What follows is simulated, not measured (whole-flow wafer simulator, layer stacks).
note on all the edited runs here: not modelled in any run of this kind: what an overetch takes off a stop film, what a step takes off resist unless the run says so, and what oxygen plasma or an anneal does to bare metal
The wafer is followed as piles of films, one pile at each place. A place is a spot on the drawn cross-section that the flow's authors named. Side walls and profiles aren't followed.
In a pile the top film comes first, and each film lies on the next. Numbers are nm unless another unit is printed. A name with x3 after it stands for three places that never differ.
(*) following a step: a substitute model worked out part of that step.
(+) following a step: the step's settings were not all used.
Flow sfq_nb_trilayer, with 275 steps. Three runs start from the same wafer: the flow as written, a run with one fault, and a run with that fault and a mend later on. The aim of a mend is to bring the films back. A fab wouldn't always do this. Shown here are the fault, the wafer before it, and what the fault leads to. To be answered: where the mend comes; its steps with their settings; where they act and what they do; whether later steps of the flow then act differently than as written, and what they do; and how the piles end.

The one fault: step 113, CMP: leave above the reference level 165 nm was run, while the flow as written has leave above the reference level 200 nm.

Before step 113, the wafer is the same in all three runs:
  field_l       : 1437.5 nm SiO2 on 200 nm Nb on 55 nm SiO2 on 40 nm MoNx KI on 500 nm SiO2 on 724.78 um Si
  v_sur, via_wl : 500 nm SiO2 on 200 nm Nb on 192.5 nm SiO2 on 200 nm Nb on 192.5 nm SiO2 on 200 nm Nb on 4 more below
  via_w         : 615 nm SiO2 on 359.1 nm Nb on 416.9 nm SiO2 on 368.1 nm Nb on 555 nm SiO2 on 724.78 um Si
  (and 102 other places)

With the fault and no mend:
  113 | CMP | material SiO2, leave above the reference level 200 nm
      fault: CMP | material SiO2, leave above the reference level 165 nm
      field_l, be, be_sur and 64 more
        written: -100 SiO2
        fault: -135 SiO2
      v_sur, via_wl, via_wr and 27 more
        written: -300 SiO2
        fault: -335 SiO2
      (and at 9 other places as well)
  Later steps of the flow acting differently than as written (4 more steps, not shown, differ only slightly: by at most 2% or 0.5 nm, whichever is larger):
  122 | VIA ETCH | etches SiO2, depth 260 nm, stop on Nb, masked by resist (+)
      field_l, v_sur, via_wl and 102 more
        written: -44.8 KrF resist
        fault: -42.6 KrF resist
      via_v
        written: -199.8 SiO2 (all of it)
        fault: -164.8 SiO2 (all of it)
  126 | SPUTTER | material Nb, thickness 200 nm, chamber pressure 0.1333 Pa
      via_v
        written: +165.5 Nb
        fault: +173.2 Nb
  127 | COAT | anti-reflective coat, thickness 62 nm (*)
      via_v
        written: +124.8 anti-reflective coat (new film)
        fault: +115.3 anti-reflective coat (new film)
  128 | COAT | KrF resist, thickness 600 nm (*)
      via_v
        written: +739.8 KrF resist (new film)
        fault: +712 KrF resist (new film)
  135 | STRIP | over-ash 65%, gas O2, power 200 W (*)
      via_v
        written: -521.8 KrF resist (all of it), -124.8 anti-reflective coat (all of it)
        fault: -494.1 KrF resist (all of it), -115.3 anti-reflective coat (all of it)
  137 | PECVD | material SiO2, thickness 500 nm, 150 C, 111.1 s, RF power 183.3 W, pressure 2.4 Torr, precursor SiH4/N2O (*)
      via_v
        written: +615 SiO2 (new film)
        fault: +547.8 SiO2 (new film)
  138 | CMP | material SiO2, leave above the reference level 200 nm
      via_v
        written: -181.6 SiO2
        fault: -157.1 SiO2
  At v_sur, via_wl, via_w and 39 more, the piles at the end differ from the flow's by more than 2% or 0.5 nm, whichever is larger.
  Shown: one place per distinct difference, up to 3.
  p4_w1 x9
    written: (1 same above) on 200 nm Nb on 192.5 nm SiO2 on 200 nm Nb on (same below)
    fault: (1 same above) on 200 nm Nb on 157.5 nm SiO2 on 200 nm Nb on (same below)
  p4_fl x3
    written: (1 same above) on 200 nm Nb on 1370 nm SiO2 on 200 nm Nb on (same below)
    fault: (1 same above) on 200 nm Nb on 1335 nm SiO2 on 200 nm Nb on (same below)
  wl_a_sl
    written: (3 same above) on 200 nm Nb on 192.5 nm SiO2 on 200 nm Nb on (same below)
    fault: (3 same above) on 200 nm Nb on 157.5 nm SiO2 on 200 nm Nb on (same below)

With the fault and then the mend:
  The mend stands after step 114.
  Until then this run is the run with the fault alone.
  114a | PECVD | material SiO2, thickness 35 nm, 150 C, 7.778 s, RF power 183.3 W, pressure 2.4 Torr, precursor SiH4/N2O (the flow's step 112, run once more with other settings)
      field_l, v_sur, via_wl and 103 more
        +35 SiO2
  Every later step of the flow that is run acts as written, at every place that is followed, to within 2% or 0.5 nm, whichever is larger.
  The piles end the same as the flow's at every place that both follow.
